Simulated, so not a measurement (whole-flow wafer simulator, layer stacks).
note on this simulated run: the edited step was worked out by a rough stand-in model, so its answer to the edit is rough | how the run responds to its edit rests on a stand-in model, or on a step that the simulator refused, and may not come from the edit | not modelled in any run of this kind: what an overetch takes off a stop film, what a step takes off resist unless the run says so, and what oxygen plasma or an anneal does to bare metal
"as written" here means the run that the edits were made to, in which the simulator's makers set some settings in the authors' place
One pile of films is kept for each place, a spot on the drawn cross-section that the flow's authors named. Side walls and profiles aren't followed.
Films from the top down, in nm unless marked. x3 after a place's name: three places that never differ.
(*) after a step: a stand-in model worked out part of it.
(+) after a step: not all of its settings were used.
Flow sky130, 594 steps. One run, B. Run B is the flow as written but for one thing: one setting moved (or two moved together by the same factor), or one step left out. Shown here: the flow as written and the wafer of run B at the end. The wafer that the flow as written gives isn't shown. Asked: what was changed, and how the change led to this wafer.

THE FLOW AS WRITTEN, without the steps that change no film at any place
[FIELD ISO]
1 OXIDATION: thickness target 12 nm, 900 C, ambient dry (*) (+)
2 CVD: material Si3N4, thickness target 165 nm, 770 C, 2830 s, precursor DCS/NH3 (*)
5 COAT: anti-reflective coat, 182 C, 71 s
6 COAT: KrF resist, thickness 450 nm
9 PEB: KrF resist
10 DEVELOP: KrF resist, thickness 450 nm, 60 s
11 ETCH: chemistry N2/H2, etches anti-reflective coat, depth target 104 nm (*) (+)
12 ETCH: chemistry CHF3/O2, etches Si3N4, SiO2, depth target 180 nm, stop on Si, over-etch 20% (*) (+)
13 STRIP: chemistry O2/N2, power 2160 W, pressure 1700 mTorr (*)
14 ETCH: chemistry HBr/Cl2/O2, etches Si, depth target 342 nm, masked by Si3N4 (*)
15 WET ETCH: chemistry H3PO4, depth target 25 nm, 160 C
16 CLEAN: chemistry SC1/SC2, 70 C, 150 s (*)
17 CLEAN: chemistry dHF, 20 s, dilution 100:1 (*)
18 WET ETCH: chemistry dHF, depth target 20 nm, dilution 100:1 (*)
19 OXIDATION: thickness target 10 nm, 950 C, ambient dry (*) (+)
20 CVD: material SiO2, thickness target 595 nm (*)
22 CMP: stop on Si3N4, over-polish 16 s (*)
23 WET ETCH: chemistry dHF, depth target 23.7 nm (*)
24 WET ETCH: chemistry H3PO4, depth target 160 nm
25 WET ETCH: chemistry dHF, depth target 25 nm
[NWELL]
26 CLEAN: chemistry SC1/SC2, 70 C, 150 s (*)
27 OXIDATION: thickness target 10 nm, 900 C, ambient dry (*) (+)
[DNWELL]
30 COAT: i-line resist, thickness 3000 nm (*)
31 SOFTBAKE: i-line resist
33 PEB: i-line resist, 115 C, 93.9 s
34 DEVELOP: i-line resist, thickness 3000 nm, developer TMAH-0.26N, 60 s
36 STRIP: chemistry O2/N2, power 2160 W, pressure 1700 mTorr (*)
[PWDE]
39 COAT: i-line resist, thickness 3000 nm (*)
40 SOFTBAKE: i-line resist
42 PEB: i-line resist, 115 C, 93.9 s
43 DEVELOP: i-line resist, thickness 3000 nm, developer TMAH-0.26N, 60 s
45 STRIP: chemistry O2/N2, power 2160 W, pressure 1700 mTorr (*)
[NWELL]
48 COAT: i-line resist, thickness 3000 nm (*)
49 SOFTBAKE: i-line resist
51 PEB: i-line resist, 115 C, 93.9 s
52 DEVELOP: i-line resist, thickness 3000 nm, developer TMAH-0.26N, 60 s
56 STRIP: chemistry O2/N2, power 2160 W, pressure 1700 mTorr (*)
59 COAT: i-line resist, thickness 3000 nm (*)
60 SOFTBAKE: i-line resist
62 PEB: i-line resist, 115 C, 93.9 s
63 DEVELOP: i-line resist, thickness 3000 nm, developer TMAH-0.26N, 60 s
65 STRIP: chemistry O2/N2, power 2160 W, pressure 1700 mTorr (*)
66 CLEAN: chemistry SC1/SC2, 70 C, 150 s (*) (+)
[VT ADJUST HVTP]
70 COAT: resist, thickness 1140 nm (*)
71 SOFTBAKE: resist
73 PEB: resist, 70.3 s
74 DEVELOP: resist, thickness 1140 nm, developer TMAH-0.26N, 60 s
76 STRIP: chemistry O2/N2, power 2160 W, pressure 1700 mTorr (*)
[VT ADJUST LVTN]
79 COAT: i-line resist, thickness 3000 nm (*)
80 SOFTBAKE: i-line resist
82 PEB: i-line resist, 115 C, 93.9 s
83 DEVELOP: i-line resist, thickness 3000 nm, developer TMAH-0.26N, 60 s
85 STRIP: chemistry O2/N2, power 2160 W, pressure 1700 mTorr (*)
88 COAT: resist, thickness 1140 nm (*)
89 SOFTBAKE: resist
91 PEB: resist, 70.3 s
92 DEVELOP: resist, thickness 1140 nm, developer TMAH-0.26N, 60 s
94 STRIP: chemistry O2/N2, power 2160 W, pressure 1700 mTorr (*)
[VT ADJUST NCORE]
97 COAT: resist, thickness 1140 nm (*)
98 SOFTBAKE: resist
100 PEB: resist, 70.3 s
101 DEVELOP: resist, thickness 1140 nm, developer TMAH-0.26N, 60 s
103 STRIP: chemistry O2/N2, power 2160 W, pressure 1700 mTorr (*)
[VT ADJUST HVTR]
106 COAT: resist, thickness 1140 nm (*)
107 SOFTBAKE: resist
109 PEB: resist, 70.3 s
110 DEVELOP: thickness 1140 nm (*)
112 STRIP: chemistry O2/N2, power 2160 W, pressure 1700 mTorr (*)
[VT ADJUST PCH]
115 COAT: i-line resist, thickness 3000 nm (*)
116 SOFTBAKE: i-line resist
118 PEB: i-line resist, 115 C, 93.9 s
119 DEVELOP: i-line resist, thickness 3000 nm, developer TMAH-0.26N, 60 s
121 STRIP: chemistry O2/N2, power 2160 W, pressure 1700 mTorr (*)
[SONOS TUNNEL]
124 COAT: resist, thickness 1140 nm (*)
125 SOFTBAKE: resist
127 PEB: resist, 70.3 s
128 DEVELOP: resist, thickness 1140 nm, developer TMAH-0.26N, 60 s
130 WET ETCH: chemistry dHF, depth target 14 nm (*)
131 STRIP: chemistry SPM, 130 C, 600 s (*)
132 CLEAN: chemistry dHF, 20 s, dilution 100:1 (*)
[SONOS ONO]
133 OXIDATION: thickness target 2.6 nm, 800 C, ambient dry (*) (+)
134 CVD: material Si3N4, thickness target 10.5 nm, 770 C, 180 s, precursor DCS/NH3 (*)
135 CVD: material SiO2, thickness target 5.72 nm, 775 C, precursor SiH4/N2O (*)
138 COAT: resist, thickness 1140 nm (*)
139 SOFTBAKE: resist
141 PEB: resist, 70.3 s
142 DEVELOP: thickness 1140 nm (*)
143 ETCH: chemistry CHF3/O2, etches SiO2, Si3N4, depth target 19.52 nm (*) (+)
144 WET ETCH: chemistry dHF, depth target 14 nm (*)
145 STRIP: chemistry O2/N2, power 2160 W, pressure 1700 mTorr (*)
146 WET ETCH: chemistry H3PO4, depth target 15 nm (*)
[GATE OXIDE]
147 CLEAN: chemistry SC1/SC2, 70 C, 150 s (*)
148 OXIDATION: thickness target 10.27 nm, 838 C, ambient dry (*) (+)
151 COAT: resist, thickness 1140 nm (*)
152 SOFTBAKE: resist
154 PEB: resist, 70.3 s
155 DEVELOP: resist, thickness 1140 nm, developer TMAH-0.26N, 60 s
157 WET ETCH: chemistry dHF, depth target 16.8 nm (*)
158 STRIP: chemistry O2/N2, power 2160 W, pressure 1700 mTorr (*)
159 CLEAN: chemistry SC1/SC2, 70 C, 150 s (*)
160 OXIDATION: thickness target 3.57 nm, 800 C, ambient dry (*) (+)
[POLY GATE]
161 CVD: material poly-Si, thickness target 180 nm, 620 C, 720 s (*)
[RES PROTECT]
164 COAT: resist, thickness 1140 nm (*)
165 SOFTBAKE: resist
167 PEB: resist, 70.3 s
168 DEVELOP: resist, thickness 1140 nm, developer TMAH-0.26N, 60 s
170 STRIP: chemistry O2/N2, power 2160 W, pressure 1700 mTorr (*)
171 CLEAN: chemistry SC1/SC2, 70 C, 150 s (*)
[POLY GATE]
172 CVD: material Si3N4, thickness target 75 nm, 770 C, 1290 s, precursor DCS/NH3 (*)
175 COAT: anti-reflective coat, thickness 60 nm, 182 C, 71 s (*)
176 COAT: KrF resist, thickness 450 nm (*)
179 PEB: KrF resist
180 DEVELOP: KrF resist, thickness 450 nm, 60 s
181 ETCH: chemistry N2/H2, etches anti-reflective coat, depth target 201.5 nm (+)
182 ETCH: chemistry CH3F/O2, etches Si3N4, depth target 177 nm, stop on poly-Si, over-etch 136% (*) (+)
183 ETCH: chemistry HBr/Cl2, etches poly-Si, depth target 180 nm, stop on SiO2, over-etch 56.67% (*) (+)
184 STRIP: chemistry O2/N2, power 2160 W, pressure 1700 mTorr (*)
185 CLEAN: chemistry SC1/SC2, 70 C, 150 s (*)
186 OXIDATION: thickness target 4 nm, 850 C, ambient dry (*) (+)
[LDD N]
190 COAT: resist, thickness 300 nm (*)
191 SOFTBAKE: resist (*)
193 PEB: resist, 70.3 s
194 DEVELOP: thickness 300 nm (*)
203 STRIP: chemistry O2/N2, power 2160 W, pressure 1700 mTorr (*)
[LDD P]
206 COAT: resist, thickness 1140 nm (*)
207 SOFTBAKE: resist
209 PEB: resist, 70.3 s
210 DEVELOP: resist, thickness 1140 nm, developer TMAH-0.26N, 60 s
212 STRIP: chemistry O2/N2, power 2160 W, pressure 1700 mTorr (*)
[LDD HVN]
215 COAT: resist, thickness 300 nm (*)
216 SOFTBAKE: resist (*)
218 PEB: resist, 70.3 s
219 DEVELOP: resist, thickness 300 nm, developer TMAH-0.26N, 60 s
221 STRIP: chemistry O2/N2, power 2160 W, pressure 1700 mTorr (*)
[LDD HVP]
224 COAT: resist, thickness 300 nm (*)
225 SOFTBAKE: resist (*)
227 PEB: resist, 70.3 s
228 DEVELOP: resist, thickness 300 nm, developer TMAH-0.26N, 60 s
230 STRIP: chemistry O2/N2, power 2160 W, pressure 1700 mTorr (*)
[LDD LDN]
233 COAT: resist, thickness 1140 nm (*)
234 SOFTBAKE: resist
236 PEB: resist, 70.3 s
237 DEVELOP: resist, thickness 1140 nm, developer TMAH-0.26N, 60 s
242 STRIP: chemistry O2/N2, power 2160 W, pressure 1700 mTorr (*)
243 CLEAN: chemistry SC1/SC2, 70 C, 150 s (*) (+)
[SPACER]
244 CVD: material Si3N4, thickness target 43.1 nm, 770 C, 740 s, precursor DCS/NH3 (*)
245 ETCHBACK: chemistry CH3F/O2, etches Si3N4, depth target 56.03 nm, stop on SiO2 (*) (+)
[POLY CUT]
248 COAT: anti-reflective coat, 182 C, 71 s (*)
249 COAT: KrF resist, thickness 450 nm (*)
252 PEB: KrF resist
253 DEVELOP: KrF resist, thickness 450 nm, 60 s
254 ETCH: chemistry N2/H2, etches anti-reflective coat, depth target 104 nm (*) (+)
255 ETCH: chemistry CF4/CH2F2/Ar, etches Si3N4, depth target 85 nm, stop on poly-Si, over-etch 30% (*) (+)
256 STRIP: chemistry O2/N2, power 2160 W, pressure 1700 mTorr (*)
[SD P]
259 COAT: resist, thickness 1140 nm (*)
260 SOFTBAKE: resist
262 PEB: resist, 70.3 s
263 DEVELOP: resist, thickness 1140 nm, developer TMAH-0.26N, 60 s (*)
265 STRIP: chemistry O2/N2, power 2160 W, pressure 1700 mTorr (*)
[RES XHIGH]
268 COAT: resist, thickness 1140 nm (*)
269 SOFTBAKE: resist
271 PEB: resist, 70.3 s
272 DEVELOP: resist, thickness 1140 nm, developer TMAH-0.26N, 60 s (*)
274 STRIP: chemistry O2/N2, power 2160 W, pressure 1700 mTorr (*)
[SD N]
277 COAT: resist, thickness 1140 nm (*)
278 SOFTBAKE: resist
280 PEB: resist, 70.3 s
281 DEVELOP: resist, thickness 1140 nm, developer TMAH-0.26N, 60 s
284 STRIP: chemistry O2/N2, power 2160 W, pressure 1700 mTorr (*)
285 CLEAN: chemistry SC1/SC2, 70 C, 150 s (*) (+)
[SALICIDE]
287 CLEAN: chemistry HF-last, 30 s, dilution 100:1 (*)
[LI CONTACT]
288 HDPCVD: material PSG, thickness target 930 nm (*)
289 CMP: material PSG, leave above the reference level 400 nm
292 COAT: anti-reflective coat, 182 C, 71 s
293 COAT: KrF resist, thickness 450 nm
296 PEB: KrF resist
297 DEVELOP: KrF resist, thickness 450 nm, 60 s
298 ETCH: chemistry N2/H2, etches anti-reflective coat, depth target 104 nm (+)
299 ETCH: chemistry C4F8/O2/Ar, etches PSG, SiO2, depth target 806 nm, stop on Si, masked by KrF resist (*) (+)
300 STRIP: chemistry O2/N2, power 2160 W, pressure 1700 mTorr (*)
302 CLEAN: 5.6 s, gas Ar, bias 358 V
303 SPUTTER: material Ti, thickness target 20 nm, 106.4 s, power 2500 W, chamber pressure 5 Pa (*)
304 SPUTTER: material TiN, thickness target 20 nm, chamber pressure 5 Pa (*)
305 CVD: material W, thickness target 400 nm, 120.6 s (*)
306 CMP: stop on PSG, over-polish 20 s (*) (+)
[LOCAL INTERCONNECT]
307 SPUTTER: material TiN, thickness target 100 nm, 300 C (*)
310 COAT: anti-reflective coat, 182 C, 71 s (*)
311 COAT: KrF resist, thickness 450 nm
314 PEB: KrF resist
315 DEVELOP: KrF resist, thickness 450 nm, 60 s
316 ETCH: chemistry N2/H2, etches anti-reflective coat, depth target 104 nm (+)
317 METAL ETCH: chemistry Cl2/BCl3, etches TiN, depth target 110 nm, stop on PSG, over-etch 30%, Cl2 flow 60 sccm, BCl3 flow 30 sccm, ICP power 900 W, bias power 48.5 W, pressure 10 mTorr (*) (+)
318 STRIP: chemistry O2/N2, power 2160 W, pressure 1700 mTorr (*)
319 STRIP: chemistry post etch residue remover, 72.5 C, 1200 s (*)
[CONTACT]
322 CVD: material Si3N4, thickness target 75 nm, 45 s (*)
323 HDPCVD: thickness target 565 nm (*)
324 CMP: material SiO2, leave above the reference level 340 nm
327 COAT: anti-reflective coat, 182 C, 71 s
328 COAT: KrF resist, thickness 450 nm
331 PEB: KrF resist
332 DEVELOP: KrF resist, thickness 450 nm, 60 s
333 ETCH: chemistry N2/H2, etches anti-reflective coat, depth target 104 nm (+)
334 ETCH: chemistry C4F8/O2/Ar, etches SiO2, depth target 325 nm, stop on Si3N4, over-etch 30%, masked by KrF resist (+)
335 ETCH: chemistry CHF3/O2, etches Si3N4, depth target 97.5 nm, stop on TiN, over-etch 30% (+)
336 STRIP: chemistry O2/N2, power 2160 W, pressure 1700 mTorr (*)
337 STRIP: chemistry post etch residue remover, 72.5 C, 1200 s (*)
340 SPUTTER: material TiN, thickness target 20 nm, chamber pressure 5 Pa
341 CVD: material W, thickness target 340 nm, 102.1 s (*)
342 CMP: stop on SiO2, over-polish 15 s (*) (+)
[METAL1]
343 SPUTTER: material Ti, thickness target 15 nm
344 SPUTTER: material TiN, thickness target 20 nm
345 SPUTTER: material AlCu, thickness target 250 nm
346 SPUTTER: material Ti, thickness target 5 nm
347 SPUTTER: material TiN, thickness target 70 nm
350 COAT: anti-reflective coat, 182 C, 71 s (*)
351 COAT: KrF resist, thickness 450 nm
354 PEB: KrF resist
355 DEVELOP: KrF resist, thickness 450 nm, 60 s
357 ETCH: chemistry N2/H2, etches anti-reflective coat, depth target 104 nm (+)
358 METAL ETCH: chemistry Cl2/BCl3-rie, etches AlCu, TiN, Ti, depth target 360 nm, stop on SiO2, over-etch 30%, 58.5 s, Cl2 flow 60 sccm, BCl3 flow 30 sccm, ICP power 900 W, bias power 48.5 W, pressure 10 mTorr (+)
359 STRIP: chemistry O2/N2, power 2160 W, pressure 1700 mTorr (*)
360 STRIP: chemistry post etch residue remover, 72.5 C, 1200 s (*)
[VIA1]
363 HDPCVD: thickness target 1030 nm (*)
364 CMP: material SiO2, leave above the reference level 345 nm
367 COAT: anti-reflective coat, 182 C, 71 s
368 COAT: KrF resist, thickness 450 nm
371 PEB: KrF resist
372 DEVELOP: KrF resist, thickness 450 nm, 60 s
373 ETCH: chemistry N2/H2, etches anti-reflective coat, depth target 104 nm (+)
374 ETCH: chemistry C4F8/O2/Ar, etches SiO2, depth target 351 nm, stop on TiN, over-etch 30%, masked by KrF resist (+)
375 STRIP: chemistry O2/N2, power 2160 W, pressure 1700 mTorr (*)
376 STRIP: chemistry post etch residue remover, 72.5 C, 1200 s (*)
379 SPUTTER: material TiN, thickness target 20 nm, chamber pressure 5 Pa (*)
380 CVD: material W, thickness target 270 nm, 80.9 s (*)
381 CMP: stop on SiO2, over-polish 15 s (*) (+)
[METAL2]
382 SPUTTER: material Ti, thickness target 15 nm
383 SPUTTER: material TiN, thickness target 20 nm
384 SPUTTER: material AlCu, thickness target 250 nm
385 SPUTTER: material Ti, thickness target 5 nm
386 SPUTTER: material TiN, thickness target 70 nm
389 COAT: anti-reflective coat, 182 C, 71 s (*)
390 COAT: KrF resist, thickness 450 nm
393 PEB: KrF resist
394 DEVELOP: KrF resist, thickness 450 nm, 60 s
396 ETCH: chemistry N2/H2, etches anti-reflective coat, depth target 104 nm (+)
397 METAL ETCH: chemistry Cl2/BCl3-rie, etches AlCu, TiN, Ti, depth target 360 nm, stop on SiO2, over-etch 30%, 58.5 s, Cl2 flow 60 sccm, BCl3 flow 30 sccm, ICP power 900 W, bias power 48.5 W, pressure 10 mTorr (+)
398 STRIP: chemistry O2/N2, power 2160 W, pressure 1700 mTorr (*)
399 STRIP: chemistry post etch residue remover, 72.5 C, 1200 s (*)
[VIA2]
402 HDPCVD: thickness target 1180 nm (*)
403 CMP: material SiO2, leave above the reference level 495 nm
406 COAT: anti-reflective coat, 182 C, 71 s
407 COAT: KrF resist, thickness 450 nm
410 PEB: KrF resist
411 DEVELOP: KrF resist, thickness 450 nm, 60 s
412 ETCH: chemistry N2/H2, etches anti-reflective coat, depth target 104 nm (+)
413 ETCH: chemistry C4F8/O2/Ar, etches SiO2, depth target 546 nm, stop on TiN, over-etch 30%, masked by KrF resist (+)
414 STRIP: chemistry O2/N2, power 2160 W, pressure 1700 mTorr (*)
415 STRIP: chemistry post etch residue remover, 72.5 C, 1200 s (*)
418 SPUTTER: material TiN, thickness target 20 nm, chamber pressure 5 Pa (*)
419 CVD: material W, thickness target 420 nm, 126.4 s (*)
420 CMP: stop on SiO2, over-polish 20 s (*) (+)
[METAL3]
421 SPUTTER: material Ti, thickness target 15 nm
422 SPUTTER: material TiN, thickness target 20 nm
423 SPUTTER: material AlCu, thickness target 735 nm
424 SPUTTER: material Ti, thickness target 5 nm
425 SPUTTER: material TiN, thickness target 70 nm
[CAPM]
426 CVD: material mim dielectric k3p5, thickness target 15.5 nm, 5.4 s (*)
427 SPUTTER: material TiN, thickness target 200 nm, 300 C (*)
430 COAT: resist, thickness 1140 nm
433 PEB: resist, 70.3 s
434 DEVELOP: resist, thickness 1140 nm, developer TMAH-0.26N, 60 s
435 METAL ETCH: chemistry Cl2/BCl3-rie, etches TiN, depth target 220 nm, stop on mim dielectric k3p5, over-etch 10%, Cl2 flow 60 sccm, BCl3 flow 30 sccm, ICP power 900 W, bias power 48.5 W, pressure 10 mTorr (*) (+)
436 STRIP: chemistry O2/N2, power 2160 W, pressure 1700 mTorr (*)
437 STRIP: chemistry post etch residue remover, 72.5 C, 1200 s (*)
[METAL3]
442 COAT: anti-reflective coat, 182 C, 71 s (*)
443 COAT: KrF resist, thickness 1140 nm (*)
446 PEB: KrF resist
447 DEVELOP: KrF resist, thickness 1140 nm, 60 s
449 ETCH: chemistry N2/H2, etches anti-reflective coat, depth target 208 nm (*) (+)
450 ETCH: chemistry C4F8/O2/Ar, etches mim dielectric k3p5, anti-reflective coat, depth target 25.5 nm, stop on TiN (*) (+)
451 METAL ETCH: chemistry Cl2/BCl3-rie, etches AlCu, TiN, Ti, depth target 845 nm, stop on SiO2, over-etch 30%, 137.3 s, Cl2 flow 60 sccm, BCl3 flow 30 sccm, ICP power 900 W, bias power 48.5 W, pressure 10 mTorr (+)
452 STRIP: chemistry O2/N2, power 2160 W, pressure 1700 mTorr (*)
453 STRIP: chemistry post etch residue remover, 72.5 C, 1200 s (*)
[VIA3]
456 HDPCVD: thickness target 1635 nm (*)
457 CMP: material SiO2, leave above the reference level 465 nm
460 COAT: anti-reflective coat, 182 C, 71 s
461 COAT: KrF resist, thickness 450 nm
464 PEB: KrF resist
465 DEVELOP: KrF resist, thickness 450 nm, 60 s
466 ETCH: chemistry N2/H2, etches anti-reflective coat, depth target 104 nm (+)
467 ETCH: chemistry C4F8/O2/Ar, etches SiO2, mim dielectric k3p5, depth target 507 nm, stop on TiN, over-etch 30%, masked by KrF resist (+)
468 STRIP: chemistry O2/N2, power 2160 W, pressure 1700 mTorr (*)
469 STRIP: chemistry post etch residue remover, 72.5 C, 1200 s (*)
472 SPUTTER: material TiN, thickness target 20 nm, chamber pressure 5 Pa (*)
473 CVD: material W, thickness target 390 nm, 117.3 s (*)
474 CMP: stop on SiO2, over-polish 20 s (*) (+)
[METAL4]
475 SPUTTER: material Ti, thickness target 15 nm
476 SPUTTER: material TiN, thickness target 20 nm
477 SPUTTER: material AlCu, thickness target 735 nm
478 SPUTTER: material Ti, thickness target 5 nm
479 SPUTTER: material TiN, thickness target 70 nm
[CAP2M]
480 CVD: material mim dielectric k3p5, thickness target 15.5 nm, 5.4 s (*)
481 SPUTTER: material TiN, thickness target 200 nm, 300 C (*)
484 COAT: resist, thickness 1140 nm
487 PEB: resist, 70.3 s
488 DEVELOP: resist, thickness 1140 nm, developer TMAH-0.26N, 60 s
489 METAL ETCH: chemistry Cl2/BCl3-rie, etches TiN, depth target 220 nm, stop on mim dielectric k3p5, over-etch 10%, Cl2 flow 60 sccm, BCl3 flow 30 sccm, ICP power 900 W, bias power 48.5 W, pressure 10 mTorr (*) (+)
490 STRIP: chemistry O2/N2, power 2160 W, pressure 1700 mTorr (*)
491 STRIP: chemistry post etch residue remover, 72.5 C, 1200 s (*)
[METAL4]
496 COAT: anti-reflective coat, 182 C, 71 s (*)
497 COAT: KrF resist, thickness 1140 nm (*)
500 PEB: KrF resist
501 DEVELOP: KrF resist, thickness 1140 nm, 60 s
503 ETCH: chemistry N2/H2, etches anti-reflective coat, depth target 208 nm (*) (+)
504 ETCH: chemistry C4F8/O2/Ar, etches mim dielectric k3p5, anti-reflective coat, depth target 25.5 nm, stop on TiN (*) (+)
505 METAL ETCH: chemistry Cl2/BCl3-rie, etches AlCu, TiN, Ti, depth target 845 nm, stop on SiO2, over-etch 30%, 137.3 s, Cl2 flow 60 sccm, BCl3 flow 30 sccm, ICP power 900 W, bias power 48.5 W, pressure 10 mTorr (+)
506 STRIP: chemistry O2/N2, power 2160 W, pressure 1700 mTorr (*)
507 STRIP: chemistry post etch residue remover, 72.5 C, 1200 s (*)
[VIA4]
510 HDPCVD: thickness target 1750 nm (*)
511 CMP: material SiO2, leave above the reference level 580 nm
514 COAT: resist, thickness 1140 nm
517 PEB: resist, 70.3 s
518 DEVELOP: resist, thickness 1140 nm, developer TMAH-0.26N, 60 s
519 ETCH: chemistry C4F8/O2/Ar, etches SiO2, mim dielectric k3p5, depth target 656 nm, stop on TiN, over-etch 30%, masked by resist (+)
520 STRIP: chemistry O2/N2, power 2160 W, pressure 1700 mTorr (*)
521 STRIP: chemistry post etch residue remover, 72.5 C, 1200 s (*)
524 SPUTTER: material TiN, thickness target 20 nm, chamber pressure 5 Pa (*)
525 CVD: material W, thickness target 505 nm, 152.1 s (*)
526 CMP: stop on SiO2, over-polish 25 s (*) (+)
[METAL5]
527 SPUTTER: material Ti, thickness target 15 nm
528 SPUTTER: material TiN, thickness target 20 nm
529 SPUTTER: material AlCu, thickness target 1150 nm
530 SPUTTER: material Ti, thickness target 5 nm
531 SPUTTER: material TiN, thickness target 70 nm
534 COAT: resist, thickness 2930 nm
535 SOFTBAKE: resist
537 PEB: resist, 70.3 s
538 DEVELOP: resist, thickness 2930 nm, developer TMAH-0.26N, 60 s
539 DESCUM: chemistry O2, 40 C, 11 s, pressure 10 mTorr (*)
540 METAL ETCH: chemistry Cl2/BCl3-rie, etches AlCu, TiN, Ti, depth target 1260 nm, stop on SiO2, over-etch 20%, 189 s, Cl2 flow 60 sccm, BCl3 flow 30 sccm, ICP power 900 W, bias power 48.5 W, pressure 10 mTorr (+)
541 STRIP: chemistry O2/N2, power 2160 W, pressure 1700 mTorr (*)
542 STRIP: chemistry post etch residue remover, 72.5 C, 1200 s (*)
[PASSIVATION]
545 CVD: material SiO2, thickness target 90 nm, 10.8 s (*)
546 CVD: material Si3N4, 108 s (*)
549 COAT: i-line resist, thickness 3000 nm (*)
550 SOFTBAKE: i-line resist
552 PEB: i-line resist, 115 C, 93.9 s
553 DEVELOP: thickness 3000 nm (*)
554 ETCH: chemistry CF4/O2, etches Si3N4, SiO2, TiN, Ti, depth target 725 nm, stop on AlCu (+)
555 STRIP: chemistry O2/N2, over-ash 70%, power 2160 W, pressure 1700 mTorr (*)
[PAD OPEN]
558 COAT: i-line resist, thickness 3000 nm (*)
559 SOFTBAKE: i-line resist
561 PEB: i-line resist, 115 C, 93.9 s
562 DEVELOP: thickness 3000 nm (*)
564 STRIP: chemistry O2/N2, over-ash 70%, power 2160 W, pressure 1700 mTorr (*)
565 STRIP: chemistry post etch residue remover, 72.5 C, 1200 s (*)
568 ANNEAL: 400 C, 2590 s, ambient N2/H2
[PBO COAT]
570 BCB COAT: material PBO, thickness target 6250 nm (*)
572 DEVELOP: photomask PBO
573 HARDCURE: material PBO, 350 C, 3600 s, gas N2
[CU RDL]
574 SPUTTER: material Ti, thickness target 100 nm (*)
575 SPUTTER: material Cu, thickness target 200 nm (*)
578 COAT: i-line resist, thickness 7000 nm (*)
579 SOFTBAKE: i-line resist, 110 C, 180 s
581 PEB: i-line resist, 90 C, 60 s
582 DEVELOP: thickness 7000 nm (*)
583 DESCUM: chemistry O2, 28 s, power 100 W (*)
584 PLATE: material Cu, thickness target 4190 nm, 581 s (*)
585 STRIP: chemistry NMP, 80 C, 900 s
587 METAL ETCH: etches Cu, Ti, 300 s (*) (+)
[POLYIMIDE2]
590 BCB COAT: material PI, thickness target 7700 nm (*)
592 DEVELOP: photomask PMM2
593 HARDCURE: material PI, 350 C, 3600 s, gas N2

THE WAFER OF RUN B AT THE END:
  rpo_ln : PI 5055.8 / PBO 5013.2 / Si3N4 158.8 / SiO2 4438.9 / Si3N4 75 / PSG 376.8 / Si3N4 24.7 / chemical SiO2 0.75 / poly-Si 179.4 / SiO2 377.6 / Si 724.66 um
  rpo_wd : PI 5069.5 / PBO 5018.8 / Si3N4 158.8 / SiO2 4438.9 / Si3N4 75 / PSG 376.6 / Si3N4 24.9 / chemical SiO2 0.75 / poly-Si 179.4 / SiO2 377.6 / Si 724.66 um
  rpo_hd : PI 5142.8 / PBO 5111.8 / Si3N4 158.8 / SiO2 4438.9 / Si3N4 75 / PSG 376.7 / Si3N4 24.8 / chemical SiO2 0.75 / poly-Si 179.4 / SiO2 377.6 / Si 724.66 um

The cause: step 255, ETCH: depth target 36.1 nm was run, where the flow has depth target 85 nm.

How the change led to this, step by step:
  255 ETCH: chemistry CF4/CH2F2/Ar, etches Si3N4, depth target 85 nm, stop on poly-Si, over-etch 30% (*) (+)
      rpo_wd, rxpo_wd: Si3N4 -36.1 (as written it would be: Si3N4 -61.6 (all of it), chemical SiO2 -0.75 (all of it))
      poly_licon: Si3N4 -36.1 (as written it would be: Si3N4 -61.9 (all of it), chemical SiO2 -0.76 (all of it))
      (and at 187 more places)
  256 STRIP: chemistry O2/N2, power 2160 W, pressure 1700 mTorr (*)
      poly_licon, rpo_ln, rpo_wd, rpo_hd, rpo_hd_licon, rxpo_ln, rxpo_wd: nothing (as written it would be: chemical SiO2 +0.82 (new film), poly-Si -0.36)
      dice_street, dep_dnw_sti, iso_dnw_wall, grade_field_poly, de16_nwb_sti: KrF resist -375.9 (all of it), anti-reflective coat -80 (all of it) (as written it would be: KrF resist -353.2 (all of it), anti-reflective coat -80 (all of it))
      (and at 178 more places)
  260 SOFTBAKE: resist
      mim: resist +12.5 (as written it would be: resist +10.8)
      nw_fld: resist +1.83 (as written it would be: resist +1.28)
      (and at 14 more places)
  263 DEVELOP: resist, thickness 1140 nm, developer TMAH-0.26N, 60 s (*)
      rpo_hd: resist -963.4 (all of it) (as written it would be: resist -983.1 (all of it))
      rpo_hd_licon: resist -964.2 (all of it) (as written it would be: resist -983.9 (all of it))
  269 SOFTBAKE: resist
      mim: resist +12.5 (as written it would be: resist +10.8)
      nw_fld: resist +1.83 (as written it would be: resist +1.28)
      (and at 14 more places)
  274 STRIP: chemistry O2/N2, power 2160 W, pressure 1700 mTorr (*)
      rpo_hd: resist -963.3 (all of it) (as written it would be: resist -983 (all of it), chemical SiO2 +0.05)
      rpo_hd_licon: resist -964.1 (all of it) (as written it would be: resist -983.8 (all of it), chemical SiO2 +0.05)
  278 SOFTBAKE: resist
      mim: resist +12.5 (as written it would be: resist +10.8)
      nw_fld: resist +9.02 (as written it would be: resist +8.51)
      (and at 15 more places)
  284 STRIP: chemistry O2/N2, power 2160 W, pressure 1700 mTorr (*)
      rpo_hd_licon: resist -964.1 (all of it) (as written it would be: resist -983.8 (all of it), chemical SiO2 +0.05)
  287 CLEAN: chemistry HF-last, 30 s, dilution 100:1 (*)
      rpo_ln, rpo_wd, rpo_hd, rpo_hd_licon, rxpo_ln, rxpo_wd: Si3N4 -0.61 (as written it would be: chemical SiO2 -0.77 (all of it))
      poly_licon: Si3N4 -0.61 (as written it would be: chemical SiO2 -0.76 (all of it))
  289 CMP: material PSG, leave above the reference level 400 nm
      rpo_wd, rpo_hd, rxpo_wd: PSG -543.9 (as written it would be: PSG -517.7)
      poly_licon, rpo_hd_licon: PSG -544.2 (as written it would be: PSG -517.7)
      (and at 2 more places)
  299 ETCH: chemistry C4F8/O2/Ar, etches PSG, SiO2, depth target 806 nm, stop on Si, masked by KrF resist (*) (+)
      poly_licon: PSG -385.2 (all of it), Si3N4 -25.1 (all of it), chemical SiO2 -0.76 (all of it) (as written it would be: PSG -411.7 (all of it))
      rpo_hd_licon: PSG -385.2 (all of it), Si3N4 -25.1 (all of it), chemical SiO2 -0.75 (all of it) (as written it would be: PSG -411.7 (all of it))
  306 CMP: stop on PSG, over-polish 20 s (*) (+)
      poly_licon: W -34 (as written it would be: W -33.3)
